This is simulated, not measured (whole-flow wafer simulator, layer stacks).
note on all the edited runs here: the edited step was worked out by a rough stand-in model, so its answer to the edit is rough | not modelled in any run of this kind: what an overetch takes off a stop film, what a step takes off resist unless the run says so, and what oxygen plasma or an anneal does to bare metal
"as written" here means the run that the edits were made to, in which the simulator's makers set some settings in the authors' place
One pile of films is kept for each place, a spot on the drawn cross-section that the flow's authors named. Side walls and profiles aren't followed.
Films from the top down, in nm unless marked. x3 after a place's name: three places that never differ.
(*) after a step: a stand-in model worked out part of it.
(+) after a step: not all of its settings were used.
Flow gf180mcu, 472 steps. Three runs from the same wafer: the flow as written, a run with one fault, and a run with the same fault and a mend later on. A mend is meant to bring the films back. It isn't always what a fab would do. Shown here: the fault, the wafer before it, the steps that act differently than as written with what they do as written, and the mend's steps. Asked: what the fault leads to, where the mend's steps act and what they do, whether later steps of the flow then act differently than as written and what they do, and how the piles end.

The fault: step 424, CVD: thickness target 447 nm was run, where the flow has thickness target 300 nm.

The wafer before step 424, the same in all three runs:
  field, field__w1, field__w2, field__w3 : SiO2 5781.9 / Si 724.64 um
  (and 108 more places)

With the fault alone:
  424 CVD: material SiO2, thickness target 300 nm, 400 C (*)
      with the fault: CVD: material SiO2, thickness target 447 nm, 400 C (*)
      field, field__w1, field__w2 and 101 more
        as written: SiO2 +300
        with the fault: SiO2 +447
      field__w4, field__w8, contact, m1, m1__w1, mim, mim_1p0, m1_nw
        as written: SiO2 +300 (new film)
        with the fault: SiO2 +447 (new film)
  Later steps of the flow that act differently than as written (1 more step differs only slightly, by at most 2% or 0.5 nm, whichever is larger, and isn't shown):
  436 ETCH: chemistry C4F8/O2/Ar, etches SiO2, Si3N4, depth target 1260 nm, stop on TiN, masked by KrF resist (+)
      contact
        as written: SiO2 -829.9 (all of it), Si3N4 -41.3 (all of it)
        with the fault: SiO2 -976.9 (all of it), Si3N4 -41.3 (all of it)
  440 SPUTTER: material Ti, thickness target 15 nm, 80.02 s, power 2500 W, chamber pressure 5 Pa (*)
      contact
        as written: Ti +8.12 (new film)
        with the fault: Ti +7.47 (new film)
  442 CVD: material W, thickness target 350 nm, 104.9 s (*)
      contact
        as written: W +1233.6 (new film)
        with the fault: W +1381.7 (new film)
  At the end the piles differ from the flow's by more than 2% or 0.5 nm, whichever is larger, at field__w4, field__w8, contact and 9 more.
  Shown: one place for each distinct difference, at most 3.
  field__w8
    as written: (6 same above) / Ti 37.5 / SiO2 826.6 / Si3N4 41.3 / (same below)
    with the fault: (6 same above) / Ti 37.5 / SiO2 973.6 / Si3N4 41.3 / (same below)
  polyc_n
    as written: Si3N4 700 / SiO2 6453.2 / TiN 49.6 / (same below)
    with the fault: Si3N4 700 / SiO2 6600.2 / TiN 49.6 / (same below)
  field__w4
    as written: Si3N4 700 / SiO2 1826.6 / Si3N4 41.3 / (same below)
    with the fault: Si3N4 700 / SiO2 1973.6 / Si3N4 41.3 / (same below)

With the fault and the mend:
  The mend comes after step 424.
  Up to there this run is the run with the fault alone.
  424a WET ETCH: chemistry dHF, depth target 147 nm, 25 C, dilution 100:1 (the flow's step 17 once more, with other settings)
      field, field__w1, field__w2 and 109 more
        SiO2 -147
  No later step of the flow acts differently than as written at any place that is followed.
  At the end the piles are the same as the flow's at every place that both follow.
